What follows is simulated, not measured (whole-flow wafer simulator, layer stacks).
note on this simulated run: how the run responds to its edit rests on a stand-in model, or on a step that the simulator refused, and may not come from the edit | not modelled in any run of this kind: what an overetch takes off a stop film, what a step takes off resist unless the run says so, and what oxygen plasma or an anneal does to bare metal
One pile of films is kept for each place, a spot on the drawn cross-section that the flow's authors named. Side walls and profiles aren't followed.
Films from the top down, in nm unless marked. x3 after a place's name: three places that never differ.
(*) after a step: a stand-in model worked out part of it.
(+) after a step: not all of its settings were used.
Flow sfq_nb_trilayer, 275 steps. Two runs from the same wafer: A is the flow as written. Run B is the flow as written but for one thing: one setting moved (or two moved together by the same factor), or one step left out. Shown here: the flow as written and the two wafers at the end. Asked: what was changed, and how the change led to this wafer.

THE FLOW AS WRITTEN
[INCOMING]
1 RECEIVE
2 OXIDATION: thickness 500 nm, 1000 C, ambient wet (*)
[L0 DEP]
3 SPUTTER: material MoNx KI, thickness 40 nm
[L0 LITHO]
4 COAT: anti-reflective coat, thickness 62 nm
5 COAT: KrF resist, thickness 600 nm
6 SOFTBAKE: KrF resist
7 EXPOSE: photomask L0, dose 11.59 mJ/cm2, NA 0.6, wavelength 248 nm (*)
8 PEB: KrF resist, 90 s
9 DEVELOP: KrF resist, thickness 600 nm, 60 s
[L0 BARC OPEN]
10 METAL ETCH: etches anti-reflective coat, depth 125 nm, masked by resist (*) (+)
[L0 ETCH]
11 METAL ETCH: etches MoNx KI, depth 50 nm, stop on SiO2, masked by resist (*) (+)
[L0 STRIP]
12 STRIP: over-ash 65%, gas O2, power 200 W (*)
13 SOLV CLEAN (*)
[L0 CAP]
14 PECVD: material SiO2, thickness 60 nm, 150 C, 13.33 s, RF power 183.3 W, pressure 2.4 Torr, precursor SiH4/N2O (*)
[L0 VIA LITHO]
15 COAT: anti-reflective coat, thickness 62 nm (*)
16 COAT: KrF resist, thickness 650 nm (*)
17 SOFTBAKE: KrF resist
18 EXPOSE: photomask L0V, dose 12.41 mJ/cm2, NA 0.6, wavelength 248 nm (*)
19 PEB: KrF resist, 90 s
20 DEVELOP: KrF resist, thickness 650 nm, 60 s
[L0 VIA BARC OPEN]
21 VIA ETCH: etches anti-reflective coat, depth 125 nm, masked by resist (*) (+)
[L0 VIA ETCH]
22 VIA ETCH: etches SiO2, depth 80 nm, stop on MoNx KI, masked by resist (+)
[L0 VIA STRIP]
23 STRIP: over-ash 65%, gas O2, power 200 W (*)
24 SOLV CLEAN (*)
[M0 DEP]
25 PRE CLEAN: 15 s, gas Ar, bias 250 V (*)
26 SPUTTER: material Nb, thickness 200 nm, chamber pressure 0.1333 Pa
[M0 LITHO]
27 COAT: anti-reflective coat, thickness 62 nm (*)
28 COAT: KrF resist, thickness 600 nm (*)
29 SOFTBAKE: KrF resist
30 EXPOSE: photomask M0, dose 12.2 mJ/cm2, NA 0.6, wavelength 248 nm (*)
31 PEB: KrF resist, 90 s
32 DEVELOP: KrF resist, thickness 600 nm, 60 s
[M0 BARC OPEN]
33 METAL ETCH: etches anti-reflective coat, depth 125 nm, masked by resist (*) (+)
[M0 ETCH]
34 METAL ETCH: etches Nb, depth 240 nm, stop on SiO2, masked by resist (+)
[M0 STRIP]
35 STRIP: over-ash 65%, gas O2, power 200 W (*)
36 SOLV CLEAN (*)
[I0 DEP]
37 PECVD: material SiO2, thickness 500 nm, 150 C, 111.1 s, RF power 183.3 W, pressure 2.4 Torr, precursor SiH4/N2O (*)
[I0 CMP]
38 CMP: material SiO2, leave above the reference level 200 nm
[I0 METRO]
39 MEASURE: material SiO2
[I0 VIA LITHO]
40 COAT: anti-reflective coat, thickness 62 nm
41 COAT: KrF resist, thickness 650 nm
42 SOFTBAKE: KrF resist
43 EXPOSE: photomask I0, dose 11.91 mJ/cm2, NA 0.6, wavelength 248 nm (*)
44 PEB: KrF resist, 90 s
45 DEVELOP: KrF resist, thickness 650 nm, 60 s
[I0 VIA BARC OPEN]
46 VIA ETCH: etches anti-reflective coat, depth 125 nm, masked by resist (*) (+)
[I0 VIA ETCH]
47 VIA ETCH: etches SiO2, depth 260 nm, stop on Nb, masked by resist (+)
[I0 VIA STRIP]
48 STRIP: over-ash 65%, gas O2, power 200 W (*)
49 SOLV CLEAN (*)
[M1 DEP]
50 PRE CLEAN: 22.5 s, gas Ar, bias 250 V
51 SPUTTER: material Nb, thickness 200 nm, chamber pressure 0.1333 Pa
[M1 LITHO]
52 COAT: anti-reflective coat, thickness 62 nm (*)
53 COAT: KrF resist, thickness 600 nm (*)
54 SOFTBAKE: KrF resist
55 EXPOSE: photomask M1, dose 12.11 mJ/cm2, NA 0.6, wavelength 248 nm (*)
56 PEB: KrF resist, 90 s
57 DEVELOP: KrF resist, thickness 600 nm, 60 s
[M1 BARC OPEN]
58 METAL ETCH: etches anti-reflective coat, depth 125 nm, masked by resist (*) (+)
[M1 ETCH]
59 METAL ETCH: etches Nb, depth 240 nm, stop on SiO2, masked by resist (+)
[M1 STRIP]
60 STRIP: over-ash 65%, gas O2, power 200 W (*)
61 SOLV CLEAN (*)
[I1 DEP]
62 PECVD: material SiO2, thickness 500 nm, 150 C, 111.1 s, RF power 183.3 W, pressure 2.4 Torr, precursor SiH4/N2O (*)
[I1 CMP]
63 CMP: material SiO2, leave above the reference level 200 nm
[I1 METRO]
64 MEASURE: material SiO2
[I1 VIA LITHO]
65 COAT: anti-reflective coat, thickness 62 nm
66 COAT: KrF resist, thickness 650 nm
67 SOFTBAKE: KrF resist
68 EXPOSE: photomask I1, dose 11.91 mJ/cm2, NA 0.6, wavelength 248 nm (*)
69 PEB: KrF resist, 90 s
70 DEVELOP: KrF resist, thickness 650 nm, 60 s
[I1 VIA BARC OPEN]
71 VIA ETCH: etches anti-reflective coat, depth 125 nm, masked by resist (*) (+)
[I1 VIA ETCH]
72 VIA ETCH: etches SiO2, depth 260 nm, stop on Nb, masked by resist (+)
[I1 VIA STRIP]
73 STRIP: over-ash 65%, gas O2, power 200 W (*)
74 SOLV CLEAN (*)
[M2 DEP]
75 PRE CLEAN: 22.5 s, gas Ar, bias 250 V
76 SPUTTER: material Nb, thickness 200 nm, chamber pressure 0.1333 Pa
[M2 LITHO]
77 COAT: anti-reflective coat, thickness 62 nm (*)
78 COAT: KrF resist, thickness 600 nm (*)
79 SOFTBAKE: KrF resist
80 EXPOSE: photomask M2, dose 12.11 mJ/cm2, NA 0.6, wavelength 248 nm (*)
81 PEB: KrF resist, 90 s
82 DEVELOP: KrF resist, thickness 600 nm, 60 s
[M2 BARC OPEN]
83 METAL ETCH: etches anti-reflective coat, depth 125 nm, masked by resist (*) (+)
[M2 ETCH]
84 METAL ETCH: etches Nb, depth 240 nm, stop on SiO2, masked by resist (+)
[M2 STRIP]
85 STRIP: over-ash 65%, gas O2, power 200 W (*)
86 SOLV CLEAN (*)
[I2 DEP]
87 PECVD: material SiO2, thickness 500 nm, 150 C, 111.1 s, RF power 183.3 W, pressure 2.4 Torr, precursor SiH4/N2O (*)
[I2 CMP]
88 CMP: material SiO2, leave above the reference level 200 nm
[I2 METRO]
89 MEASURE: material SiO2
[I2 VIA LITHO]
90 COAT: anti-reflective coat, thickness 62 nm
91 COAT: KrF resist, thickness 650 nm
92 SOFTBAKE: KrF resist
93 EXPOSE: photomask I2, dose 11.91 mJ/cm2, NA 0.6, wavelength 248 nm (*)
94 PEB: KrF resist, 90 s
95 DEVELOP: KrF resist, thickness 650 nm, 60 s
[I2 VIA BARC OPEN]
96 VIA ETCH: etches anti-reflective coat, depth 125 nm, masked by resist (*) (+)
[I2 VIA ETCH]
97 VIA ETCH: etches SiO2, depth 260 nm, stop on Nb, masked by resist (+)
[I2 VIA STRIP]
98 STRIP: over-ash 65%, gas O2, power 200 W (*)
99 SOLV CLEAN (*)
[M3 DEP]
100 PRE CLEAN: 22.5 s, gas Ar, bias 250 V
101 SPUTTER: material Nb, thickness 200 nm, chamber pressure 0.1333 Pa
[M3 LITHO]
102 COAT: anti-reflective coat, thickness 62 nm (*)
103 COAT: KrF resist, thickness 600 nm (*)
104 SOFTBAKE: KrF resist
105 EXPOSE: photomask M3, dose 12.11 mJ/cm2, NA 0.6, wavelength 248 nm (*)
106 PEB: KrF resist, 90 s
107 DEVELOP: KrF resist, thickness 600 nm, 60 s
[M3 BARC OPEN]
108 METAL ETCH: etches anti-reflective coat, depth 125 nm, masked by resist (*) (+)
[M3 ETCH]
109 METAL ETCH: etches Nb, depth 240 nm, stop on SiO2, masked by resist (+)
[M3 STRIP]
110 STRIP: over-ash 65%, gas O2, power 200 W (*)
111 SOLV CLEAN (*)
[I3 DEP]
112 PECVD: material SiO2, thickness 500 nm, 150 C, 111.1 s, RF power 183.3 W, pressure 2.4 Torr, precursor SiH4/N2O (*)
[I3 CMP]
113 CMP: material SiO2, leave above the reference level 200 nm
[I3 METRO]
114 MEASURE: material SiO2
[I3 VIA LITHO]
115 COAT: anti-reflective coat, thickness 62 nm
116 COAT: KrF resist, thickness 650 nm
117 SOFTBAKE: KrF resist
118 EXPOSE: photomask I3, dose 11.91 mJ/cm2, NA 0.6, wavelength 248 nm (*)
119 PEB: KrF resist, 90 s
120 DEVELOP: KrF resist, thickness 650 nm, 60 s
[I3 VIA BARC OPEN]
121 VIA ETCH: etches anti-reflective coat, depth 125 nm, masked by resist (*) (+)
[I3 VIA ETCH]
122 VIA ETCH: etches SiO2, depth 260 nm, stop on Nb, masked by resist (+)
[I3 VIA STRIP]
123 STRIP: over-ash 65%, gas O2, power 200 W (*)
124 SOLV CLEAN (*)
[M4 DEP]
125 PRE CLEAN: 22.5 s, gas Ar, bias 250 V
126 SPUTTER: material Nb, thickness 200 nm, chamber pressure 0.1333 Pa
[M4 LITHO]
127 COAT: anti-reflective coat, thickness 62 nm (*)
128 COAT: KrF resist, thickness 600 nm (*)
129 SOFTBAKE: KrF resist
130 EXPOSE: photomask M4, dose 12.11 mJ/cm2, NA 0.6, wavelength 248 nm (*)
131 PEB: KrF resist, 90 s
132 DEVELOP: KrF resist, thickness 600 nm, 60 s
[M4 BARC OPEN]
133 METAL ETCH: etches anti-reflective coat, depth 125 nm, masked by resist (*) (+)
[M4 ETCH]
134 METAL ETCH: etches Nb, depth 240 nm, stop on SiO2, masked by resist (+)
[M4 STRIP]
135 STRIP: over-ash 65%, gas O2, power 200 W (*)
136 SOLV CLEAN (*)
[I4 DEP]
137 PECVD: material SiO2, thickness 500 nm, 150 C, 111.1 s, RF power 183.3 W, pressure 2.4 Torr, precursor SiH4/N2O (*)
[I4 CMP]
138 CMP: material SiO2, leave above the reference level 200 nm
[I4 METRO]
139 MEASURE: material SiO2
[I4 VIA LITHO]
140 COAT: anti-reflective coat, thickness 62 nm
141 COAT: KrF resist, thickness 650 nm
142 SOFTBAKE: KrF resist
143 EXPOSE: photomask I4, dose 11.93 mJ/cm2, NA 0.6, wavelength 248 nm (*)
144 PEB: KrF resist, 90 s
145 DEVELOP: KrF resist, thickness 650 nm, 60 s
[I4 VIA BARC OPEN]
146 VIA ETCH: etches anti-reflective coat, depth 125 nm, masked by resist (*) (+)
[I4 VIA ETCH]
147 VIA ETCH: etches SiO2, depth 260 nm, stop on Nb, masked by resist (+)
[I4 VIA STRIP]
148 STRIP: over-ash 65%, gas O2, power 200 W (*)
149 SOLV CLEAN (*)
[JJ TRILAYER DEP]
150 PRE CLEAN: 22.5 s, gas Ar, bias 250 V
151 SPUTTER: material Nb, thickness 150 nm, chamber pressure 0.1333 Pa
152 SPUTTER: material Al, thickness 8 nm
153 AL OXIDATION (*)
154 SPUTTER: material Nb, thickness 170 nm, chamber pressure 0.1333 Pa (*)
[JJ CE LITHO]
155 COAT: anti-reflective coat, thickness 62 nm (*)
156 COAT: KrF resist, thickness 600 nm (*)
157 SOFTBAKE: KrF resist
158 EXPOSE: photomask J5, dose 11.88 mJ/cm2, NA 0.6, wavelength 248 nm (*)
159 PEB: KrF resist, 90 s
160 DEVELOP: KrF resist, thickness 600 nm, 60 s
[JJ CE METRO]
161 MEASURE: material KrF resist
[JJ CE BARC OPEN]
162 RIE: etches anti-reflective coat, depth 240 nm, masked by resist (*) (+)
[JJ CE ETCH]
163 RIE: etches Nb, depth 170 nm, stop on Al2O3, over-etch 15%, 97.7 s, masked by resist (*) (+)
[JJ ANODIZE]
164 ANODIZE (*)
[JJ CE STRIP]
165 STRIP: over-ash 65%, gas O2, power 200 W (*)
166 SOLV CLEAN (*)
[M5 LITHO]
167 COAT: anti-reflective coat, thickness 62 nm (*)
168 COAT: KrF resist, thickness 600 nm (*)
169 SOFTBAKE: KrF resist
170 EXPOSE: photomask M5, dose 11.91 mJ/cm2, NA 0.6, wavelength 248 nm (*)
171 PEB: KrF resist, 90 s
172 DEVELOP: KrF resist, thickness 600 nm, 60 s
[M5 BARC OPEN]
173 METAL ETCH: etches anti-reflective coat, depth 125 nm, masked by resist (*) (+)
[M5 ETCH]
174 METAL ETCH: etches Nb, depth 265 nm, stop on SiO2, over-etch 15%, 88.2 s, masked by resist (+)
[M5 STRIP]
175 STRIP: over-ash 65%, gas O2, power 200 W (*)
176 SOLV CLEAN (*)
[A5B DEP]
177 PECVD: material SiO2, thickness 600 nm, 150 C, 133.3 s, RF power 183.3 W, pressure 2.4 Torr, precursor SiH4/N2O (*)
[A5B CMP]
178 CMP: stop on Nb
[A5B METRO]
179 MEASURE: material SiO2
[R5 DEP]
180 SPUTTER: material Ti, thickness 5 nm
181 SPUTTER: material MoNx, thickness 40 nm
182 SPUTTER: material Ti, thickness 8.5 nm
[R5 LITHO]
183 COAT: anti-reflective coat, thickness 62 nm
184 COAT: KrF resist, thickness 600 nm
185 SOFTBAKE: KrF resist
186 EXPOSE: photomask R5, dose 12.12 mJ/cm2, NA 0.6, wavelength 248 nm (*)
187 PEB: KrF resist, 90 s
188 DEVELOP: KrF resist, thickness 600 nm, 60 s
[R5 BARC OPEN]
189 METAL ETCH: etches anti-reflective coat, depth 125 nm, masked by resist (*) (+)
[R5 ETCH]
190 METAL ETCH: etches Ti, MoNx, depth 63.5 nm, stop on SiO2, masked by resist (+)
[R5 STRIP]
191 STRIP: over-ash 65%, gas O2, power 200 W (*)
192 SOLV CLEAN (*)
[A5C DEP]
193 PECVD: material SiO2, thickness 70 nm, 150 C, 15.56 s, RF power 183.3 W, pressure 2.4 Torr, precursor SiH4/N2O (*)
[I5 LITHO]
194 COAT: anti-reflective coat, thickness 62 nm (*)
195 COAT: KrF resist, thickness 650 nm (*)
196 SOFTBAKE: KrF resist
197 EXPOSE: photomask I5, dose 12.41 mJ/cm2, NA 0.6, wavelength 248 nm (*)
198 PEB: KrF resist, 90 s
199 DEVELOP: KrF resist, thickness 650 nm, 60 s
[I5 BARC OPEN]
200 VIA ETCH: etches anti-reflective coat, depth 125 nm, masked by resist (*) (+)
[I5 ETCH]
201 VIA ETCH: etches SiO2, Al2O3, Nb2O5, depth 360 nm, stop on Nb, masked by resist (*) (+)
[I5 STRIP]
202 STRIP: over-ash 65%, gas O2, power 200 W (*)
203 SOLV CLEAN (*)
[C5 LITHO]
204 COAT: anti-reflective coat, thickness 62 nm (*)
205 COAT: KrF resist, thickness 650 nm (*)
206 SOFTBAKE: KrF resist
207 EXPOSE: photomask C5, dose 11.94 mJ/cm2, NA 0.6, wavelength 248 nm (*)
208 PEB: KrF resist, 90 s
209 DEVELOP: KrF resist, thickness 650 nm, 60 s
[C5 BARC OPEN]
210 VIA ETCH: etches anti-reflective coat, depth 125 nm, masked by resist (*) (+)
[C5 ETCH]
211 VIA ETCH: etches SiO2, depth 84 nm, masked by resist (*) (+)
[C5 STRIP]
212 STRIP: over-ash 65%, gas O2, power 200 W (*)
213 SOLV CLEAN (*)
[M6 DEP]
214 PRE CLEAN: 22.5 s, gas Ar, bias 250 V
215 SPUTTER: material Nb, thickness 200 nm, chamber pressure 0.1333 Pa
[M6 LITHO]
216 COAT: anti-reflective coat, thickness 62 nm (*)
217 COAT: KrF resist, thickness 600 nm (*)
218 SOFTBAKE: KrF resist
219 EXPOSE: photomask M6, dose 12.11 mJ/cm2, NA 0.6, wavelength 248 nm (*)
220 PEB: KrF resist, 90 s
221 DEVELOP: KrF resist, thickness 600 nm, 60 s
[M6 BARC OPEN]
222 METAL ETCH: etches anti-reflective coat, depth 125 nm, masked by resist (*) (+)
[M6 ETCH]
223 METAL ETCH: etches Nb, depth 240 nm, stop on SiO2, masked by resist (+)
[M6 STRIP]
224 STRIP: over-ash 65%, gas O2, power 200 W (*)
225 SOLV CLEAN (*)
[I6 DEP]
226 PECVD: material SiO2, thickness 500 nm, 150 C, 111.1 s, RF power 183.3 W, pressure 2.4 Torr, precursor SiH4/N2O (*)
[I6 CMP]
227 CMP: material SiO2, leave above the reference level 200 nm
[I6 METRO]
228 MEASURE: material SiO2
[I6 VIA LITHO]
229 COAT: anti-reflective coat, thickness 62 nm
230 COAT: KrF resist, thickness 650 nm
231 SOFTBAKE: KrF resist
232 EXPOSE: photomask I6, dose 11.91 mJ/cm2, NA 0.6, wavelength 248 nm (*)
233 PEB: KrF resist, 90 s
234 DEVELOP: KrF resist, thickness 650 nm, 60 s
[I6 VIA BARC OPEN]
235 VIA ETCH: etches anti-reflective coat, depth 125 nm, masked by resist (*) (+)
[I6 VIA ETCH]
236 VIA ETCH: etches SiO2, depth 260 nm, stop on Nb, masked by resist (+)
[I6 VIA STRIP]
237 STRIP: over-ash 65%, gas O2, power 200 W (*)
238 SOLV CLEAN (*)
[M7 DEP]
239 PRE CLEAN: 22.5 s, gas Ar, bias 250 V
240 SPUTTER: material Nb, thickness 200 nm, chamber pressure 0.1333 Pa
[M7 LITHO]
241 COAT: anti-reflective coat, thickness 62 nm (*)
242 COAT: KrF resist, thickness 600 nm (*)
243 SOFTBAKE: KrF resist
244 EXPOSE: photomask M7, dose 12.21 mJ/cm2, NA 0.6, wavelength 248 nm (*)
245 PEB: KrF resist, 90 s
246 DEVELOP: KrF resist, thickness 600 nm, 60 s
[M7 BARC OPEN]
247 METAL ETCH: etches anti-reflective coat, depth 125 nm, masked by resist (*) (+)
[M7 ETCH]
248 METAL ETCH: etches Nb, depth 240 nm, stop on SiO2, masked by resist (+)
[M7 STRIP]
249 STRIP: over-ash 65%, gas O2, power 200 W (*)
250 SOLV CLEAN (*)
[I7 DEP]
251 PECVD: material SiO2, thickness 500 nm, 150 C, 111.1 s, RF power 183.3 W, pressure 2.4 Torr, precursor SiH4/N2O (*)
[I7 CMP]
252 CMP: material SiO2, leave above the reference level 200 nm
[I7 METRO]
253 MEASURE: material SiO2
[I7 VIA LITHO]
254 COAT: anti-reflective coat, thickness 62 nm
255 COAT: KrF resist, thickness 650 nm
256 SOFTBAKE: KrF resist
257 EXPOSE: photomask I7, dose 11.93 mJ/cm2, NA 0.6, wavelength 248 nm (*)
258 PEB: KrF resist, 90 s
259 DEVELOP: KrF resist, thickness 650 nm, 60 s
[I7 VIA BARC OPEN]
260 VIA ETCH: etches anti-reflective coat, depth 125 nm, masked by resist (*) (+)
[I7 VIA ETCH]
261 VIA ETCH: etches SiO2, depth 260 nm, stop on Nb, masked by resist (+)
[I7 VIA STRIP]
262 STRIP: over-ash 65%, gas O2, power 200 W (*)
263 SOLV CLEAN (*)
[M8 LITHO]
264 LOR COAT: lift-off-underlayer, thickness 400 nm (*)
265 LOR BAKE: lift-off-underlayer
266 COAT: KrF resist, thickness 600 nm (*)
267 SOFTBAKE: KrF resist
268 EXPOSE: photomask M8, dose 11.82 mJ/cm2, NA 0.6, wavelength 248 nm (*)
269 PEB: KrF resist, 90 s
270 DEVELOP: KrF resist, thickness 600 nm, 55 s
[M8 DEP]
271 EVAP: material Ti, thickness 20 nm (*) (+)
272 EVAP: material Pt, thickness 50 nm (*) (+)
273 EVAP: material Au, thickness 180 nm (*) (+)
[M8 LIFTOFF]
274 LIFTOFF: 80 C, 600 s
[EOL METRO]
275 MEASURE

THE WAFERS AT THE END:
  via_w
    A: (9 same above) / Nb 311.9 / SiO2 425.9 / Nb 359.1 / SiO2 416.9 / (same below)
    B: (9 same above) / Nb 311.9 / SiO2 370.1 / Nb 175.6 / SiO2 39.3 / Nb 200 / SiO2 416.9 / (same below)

The cause: step 97, VIA ETCH: depth 153 nm was run, where the flow has depth 260 nm.

How the change led to this, step by step:
  97 VIA ETCH: etches SiO2, depth 260 nm, stop on Nb, masked by resist (+)
      via_w: A SiO2 -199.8 (all of it) | B SiO2 -153
      field_l, v_sur, via_wl and 102 more: A KrF resist -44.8 | B KrF resist -26.4
  98 STRIP: over-ash 65%, gas O2, power 200 W (*)
      field_l, v_sur, via_wl and 102 more: A KrF resist -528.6 (all of it), anti-reflective coat -62 (all of it) | B KrF resist -547.1 (all of it), anti-reflective coat -62 (all of it)
  100 PRE CLEAN: 22.5 s, gas Ar, bias 250 V
      via_w: A Nb -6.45 | B SiO2 -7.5
  101 SPUTTER: material Nb, thickness 200 nm, chamber pressure 0.1333 Pa
      via_w: A Nb +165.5 | B Nb +175.6 (new film)
  102 COAT: anti-reflective coat, thickness 62 nm (*)
      via_w: A anti-reflective coat +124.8 (new film) | B anti-reflective coat +113.3 (new film)
  103 COAT: KrF resist, thickness 600 nm (*)
      via_w: A KrF resist +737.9 (new film) | B KrF resist +700.5 (new film)
  110 STRIP: over-ash 65%, gas O2, power 200 W (*)
      via_w: A KrF resist -520 (all of it), anti-reflective coat -124.8 (all of it) | B KrF resist -482.6 (all of it), anti-reflective coat -113.3 (all of it)
  112 PECVD: material SiO2, thickness 500 nm, 150 C, 111.1 s, RF power 183.3 W, pressure 2.4 Torr, precursor SiH4/N2O (*)
      via_w: A SiO2 +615 (new film) | B SiO2 +534.7 (new film)
  113 CMP: material SiO2, leave above the reference level 200 nm
      via_w: A SiO2 -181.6 | B SiO2 -157.1
Counting metal films that touch as one body, via_w has 6 bodies (between them, from the top down: SiO2 192.5; SiO2 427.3 / Al2O3 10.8 / Nb2O5 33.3; SiO2 370.1; SiO2 39.3; SiO2 416.9); the flow as written gives 5 bodies (between them, from the top down: SiO2 192.5; SiO2 427.3 / Al2O3 10.8 / Nb2O5 33.3; SiO2 425.9; SiO2 416.9).
